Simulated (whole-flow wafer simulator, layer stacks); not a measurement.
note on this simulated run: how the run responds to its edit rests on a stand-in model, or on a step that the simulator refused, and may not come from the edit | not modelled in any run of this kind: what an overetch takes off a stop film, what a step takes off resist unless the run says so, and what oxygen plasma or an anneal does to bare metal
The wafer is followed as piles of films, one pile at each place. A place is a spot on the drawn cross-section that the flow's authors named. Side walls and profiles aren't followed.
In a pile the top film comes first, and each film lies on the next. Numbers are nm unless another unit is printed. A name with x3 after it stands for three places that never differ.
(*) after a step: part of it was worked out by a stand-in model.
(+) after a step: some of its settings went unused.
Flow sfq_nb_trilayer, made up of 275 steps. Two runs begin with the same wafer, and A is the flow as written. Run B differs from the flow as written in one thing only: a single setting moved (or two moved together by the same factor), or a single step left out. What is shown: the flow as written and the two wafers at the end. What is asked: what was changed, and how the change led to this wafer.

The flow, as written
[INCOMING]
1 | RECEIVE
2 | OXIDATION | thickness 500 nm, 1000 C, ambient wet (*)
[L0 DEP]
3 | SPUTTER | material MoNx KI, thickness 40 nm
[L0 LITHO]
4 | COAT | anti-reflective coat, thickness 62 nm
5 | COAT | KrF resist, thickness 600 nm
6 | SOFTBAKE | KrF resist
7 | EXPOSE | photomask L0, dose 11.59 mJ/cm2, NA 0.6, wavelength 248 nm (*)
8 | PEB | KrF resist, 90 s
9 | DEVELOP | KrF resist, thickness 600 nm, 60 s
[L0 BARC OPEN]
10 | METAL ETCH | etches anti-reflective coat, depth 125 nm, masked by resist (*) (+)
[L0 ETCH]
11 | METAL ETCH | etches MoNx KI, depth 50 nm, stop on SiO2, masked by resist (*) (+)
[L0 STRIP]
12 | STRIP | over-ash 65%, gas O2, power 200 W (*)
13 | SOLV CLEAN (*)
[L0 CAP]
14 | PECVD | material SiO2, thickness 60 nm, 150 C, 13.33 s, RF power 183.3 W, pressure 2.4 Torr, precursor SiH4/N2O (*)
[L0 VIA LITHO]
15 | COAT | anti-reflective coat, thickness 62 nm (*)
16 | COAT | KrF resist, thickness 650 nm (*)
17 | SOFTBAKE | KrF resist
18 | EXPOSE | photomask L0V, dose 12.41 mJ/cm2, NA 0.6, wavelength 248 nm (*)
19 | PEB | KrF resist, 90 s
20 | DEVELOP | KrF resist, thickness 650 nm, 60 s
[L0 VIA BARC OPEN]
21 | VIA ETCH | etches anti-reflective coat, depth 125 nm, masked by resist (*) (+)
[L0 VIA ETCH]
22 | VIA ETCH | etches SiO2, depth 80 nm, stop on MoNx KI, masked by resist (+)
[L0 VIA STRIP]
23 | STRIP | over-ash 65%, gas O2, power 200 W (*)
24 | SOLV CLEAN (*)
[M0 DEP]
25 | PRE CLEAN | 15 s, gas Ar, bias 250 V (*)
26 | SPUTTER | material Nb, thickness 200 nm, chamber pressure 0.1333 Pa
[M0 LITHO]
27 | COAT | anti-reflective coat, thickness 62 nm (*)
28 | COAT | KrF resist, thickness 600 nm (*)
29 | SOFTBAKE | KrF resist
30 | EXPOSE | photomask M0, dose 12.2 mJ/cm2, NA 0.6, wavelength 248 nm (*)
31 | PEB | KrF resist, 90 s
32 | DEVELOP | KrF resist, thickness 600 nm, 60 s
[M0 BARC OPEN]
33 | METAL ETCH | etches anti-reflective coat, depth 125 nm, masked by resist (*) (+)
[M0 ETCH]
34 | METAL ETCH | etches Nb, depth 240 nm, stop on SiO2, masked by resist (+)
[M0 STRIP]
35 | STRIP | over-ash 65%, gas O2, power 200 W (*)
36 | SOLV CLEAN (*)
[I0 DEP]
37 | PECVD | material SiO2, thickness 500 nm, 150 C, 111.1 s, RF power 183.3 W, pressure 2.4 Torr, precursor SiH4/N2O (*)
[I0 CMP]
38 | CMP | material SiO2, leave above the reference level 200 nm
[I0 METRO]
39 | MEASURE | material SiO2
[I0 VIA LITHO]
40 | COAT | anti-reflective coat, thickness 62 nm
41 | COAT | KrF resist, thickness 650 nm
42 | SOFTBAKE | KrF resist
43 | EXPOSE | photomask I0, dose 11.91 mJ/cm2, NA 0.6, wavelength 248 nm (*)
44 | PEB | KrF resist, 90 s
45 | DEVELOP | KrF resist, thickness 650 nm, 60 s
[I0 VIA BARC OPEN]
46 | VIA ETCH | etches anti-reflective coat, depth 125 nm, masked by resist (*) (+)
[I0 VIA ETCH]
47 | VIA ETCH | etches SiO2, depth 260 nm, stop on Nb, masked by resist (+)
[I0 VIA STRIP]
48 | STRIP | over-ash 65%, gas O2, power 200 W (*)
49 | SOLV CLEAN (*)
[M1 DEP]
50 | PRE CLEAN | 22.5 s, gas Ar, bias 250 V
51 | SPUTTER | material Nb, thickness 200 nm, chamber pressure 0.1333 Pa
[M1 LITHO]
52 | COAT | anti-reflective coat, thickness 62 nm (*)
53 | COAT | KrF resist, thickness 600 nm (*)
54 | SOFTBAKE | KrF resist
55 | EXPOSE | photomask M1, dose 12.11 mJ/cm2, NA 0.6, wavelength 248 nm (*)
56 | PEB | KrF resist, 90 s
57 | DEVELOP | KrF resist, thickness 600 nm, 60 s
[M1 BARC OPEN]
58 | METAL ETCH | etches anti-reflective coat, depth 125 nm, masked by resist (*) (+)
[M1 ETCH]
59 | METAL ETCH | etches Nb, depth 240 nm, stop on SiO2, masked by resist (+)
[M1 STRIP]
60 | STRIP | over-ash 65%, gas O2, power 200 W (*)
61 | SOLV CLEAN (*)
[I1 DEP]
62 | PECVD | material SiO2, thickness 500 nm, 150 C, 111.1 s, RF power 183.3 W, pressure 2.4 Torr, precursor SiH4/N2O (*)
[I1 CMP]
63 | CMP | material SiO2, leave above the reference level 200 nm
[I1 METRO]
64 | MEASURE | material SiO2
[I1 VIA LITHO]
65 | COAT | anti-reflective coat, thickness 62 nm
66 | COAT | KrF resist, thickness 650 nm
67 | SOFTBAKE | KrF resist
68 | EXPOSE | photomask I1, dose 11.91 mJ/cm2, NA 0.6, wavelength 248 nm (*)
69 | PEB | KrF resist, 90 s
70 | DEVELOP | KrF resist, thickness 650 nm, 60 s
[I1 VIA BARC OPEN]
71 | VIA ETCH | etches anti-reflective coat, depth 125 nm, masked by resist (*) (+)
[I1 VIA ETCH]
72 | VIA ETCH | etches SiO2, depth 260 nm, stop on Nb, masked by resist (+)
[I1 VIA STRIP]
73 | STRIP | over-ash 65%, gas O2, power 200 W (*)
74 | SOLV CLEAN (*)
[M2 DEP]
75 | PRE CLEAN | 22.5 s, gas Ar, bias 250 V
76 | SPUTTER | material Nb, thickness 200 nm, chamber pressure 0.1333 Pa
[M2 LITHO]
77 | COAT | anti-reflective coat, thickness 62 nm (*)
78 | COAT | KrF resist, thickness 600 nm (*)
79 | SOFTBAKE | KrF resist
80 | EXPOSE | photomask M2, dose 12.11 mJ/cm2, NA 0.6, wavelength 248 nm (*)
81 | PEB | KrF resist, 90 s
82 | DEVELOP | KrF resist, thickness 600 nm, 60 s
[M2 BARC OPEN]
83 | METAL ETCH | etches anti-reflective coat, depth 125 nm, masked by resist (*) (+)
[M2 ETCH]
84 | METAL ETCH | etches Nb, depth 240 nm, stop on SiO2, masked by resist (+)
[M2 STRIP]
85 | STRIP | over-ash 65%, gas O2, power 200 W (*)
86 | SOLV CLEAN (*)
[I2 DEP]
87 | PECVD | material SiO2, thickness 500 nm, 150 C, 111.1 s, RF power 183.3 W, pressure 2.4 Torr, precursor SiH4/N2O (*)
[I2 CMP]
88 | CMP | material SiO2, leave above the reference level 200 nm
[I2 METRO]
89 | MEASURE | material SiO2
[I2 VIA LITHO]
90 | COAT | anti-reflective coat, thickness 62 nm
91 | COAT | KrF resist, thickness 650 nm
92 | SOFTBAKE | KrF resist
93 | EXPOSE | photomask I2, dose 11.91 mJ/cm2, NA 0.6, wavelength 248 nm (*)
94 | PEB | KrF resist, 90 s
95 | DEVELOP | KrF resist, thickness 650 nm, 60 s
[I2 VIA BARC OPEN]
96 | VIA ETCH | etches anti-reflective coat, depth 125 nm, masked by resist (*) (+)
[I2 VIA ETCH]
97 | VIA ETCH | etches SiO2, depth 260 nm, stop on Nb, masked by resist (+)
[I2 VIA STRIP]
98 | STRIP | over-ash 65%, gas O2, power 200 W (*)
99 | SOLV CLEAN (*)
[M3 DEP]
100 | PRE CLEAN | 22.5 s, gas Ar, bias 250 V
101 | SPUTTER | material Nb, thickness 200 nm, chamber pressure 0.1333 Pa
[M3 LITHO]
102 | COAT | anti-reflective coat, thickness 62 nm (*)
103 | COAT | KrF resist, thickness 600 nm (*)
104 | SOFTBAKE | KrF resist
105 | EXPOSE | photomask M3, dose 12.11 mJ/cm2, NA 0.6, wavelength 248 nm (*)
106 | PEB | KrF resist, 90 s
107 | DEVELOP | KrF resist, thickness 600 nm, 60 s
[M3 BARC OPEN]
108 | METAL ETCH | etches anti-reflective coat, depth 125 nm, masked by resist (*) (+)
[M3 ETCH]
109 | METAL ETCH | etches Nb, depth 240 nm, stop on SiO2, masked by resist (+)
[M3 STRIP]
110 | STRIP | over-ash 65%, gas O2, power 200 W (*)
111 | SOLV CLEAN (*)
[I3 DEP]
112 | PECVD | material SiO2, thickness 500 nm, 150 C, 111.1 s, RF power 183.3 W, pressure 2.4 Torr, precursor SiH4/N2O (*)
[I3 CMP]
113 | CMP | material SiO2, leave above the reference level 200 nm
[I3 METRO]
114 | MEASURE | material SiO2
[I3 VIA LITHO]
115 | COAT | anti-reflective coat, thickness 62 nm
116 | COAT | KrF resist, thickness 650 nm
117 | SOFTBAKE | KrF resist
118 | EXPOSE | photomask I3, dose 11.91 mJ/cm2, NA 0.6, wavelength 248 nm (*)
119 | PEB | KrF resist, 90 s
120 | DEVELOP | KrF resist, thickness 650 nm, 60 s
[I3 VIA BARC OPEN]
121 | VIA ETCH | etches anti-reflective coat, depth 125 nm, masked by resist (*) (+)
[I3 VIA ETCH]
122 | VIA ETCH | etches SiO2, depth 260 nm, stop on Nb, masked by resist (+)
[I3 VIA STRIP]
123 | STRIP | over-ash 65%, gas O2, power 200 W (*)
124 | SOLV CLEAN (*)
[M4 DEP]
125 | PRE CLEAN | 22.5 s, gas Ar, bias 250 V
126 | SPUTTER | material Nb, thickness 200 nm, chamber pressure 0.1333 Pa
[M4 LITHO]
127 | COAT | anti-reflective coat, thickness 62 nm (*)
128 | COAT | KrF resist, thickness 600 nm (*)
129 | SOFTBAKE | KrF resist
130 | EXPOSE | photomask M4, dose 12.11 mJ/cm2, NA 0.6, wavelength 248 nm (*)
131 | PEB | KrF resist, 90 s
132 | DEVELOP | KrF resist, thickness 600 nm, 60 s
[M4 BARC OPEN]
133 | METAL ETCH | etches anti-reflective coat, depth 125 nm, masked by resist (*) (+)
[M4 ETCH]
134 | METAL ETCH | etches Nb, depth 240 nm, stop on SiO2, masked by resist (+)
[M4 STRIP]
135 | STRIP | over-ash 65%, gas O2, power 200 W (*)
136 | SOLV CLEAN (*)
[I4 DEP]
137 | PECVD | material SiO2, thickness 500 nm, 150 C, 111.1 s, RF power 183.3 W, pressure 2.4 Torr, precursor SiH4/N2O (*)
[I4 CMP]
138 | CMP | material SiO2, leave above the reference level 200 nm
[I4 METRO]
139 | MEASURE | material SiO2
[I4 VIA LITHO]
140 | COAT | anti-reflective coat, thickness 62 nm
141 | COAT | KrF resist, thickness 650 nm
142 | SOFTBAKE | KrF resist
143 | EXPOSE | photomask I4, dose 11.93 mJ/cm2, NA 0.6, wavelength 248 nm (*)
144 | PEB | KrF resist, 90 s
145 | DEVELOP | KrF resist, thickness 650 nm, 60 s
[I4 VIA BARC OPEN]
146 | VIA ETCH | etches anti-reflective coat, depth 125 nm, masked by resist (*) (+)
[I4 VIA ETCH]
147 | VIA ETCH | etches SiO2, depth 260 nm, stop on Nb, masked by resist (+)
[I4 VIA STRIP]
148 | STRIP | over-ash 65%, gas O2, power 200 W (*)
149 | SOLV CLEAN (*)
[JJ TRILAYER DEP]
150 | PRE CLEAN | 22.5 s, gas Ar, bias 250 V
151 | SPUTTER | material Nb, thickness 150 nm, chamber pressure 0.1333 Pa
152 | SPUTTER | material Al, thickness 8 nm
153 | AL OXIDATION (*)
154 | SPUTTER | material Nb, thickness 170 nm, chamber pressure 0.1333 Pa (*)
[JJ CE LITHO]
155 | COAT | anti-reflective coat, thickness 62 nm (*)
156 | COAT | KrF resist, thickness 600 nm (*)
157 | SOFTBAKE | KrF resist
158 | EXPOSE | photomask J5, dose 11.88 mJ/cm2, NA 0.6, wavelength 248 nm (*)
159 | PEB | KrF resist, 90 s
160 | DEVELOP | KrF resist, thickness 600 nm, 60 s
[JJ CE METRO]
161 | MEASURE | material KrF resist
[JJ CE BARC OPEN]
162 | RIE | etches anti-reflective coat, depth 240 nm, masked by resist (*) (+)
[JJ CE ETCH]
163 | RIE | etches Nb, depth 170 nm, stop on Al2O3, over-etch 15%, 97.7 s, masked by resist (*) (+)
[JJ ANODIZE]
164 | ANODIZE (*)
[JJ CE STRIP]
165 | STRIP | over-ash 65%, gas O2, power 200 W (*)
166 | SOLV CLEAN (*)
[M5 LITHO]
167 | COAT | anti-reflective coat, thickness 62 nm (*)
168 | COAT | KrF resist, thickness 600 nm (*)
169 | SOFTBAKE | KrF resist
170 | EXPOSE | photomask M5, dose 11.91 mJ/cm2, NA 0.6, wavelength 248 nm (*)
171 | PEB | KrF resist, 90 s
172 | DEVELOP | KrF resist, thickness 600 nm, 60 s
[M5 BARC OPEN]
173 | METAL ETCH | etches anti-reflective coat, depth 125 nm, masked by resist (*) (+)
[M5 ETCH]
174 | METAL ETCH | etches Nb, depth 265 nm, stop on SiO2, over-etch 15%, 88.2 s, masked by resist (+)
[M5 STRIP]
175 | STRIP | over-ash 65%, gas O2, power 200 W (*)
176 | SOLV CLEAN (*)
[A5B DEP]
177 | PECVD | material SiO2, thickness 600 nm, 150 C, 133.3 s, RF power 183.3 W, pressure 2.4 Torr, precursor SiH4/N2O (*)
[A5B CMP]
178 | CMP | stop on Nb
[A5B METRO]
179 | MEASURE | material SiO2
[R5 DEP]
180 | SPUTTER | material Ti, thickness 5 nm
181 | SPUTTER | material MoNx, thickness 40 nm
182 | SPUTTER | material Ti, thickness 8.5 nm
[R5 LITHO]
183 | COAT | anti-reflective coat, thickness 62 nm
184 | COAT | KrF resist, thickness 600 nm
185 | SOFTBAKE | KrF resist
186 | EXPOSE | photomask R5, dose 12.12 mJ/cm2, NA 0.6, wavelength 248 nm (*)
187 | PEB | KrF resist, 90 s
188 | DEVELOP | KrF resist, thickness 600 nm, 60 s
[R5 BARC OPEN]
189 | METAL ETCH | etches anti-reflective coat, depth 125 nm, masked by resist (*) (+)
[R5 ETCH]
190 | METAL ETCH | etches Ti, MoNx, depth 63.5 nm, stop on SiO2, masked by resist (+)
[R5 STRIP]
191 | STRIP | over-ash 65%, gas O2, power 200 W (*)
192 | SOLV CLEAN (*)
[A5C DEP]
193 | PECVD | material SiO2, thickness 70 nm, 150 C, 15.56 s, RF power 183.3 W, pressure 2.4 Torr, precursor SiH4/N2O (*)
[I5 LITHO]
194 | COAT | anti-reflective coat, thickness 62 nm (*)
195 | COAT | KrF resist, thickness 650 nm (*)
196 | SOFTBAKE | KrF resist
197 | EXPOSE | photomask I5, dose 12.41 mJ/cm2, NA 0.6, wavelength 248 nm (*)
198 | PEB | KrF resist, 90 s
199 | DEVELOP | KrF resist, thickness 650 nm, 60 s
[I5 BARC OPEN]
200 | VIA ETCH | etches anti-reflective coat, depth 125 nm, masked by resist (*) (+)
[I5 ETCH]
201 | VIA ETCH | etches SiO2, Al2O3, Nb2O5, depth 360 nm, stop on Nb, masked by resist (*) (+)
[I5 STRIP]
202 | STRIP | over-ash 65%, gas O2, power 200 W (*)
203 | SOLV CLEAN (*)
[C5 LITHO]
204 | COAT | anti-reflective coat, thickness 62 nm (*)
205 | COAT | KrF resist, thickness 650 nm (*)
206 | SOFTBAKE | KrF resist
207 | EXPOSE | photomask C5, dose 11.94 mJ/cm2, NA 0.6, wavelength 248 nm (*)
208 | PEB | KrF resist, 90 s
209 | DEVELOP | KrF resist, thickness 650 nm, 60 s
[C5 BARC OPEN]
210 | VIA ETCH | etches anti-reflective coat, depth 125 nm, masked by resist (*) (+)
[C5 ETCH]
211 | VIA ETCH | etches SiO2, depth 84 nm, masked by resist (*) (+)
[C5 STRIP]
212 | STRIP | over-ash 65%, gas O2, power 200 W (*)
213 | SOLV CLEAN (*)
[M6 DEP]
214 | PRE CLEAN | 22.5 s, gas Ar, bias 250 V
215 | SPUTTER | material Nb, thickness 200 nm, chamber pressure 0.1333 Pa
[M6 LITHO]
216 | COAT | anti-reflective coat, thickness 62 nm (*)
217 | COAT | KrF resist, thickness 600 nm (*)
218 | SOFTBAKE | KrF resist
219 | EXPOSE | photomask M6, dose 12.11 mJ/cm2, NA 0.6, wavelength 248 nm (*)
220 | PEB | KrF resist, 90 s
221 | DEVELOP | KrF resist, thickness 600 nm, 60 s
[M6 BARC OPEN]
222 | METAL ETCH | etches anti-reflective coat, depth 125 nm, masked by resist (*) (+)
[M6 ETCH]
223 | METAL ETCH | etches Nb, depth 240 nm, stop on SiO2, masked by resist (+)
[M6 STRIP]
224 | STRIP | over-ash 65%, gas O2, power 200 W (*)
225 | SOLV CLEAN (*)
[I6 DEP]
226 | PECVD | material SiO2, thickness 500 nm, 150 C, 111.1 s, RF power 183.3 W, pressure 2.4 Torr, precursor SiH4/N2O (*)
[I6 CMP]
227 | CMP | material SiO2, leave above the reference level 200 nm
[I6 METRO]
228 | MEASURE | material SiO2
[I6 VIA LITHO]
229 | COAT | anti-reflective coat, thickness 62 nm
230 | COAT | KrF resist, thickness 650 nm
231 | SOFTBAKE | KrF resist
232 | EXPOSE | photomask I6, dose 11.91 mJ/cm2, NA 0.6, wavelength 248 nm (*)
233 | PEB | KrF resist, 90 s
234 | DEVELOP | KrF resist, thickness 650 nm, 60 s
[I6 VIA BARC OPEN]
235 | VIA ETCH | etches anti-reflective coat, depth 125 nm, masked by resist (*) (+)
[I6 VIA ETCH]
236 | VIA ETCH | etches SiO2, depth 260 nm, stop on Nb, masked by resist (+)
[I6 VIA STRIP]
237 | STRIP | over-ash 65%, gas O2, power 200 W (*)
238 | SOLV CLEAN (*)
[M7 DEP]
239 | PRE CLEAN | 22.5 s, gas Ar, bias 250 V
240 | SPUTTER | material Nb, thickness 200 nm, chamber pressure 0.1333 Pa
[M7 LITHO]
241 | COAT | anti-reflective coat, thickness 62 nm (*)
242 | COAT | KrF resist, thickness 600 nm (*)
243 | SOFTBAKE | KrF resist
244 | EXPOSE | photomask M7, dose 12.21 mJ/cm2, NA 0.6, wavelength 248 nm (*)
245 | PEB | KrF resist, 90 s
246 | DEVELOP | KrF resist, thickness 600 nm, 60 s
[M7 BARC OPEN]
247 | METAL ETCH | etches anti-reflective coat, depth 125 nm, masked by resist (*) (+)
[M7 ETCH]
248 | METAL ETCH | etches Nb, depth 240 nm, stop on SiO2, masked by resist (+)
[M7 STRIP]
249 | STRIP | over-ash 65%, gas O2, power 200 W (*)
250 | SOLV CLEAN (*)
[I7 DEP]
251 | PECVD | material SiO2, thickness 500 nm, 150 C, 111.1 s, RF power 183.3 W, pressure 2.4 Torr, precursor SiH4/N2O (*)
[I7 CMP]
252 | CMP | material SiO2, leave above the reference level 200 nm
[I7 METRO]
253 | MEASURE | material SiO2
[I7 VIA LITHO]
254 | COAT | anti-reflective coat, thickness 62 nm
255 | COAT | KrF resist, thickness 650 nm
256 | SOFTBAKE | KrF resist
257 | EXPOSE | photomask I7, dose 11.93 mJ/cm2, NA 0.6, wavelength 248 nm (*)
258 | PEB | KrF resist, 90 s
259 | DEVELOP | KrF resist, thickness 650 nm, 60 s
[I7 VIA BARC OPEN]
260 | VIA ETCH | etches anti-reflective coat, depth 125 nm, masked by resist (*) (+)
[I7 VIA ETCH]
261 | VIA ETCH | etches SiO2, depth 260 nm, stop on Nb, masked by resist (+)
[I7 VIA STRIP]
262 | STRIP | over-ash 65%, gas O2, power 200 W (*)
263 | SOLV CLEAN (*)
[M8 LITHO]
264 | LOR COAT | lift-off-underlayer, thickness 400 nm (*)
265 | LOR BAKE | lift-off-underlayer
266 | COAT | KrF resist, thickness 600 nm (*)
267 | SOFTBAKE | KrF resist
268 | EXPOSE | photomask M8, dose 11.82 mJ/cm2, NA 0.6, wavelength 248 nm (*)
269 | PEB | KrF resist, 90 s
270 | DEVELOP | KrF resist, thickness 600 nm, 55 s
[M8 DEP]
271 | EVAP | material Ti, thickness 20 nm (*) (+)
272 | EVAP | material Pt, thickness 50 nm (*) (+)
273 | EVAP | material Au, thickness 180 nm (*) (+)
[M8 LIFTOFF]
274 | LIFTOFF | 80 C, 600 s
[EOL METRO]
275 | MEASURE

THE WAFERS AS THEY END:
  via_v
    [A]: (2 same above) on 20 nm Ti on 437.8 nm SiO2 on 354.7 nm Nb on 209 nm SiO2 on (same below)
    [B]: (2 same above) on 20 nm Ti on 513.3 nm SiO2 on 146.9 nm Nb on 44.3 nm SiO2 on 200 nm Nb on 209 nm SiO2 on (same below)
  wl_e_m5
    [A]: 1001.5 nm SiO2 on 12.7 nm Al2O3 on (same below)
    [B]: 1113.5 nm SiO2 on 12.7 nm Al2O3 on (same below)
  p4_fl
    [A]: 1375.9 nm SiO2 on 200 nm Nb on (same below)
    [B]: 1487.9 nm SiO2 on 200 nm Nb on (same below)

Cause: step 227, CMP: leave above the reference level 312 nm was run, though the flow has leave above the reference level 200 nm.

The path from the change to this, step by step:
  227 | CMP | material SiO2, leave above the reference level 200 nm
      field_l, p4_fl, p4_fm and 59 more: A -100 SiO2 | B nothing
      moat, field_r, lsp_l, ln_m5, lsp_m: A -93.6 SiO2 | B nothing
      (as well as at 39 more places)
  229 | COAT | anti-reflective coat, thickness 62 nm
      l0v, wl_f_sr, m0r_space_l, m0r_space_r, m7r_space_l, m7r_space_r: A +62 anti-reflective coat (new film) | B +63.7 anti-reflective coat (new film)
      wl_c_sl, wl_c_sr, wl_f_sl: A +62 anti-reflective coat (new film) | B +63.6 anti-reflective coat (new film)
      (as well as at 20 more places)
  236 | VIA ETCH | etches SiO2, depth 260 nm, stop on Nb, masked by resist (+)
      via_v: A -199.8 SiO2 (all of it) | B -260 SiO2
  237 | STRIP | over-ash 65%, gas O2, power 200 W (*)
      m0r_space_l, m0r_space_r, m7r_space_l, m7r_space_r: A -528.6 KrF resist (all of it), -62 anti-reflective coat (all of it) | B -530.4 KrF resist (all of it), -63.7 anti-reflective coat (all of it)
      wl_c_m6, wl_f_m6: A -528.6 KrF resist (all of it), -62 anti-reflective coat (all of it) | B -523.7 KrF resist (all of it), -58.7 anti-reflective coat (all of it)
      (as well as at 23 more places)
  239 | PRE CLEAN | 22.5 s, gas Ar, bias 250 V
      via_v: A -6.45 Nb | B -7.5 SiO2
  240 | SPUTTER | material Nb, thickness 200 nm, chamber pressure 0.1333 Pa
      via_v: A +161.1 Nb | B +146.9 Nb (new film)
  241 | COAT | anti-reflective coat, thickness 62 nm (*)
      wl_c_sr, wl_f_sl, wl_f_sr, m0r_space_l, m0r_space_r, m7r_space_l, m7r_space_r: A +62 anti-reflective coat (new film) | B +63.5 anti-reflective coat (new film)
      wl_c_m6, wl_f_m6: A +62 anti-reflective coat (new film) | B +58.2 anti-reflective coat (new film)
      (as well as at 26 more places)
  242 | COAT | KrF resist, thickness 600 nm (*)
      via_v: A +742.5 KrF resist (new film) | B +799.5 KrF resist (new film)
  247 | METAL ETCH | etches anti-reflective coat, depth 125 nm, masked by resist (*) (+)
      wl_c_sr, m0r_space_l, m0r_space_r, m7r_space_l, m7r_space_r: A -62 anti-reflective coat (all of it) | B -63.5 anti-reflective coat (all of it)
      m5r_linepad_l, m5r_linepad_r: A -62 anti-reflective coat (all of it) | B -66.6 anti-reflective coat (all of it)
      (as well as at 10 more places)
  249 | STRIP | over-ash 65%, gas O2, power 200 W (*)
      v_sur: A -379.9 KrF resist (all of it), -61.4 anti-reflective coat (all of it) | B -375.5 KrF resist (all of it), -58.1 anti-reflective coat (all of it)
      via_wl: A -379.3 KrF resist (all of it), -61.3 anti-reflective coat (all of it) | B -373.6 KrF resist (all of it), -59.9 anti-reflective coat (all of it)
      (as well as at 17 more places)
  251 | PECVD | material SiO2, thickness 500 nm, 150 C, 111.1 s, RF power 183.3 W, pressure 2.4 Torr, precursor SiH4/N2O (*)
      via_v: A +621 SiO2 (new film) | B +670.3 SiO2 (new film)
  252 | CMP | material SiO2, leave above the reference level 200 nm
      field_l, p4_fl, p4_fm and 46 more: A -100 SiO2 | B -88 SiO2
      wl_a_sr, wl_b_sl, wl_b_m5 and 8 more: A -300 SiO2 | B -288 SiO2
      (as well as at 11 more places)
With metal films that touch counted as one body, via_v has 7 bodies (between them, from the top down: SiO2 513.3; SiO2 44.3; SiO2 209 / Al2O3 12.7 / Nb2O5 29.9; SiO2 425.9; SiO2 416.9; SiO2 192.5); the flow as written gives 6 bodies (between them, from the top down: SiO2 437.8; SiO2 209 / Al2O3 12.7 / Nb2O5 29.9; SiO2 425.9; SiO2 416.9; SiO2 192.5).
